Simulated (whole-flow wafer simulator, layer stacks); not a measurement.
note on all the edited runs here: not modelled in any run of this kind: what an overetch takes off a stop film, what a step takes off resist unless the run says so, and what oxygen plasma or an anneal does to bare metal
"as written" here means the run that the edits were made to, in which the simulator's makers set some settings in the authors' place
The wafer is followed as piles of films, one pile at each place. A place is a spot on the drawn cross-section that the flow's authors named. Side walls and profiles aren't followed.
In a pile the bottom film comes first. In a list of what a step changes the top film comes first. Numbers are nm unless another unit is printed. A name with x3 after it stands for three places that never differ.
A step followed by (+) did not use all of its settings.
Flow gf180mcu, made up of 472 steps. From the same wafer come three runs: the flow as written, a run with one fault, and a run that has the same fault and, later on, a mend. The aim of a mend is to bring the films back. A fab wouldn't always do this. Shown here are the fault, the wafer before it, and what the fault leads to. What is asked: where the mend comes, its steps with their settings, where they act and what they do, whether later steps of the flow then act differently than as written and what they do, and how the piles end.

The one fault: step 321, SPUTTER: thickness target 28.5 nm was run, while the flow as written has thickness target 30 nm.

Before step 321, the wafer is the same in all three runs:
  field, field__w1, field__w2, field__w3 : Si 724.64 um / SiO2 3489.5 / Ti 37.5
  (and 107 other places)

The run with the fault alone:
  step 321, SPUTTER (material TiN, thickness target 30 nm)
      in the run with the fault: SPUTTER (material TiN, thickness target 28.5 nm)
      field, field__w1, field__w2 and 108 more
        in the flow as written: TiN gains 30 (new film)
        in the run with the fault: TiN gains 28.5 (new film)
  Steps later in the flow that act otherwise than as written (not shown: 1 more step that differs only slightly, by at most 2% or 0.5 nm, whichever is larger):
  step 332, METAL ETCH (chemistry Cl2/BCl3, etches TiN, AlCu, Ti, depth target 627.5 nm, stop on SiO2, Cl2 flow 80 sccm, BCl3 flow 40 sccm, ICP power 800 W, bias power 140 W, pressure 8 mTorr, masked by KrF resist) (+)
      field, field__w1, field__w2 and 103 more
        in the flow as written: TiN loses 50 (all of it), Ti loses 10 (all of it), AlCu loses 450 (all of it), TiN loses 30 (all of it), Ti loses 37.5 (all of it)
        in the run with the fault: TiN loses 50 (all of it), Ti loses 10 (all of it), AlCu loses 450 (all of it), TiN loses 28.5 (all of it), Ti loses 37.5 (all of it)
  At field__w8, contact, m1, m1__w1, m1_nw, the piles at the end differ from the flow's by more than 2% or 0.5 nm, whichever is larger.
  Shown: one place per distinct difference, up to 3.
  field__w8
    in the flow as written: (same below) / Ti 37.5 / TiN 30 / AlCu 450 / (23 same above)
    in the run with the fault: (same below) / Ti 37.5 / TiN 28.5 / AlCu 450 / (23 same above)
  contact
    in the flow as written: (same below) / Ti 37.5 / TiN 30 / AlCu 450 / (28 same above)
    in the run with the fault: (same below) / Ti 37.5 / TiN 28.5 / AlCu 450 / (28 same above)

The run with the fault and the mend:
  The mend stands after step 321.
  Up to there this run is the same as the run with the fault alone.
  step 321a, SPUTTER (material TiN, thickness target 1.5 nm) (the flow's step 321 again, with other settings)
      field, field__w1, field__w2 and 108 more
        TiN gains 1.5
  Later steps of the flow that are run all act as written at every place that is followed.
  The piles end the same as the flow's at every place that both follow.
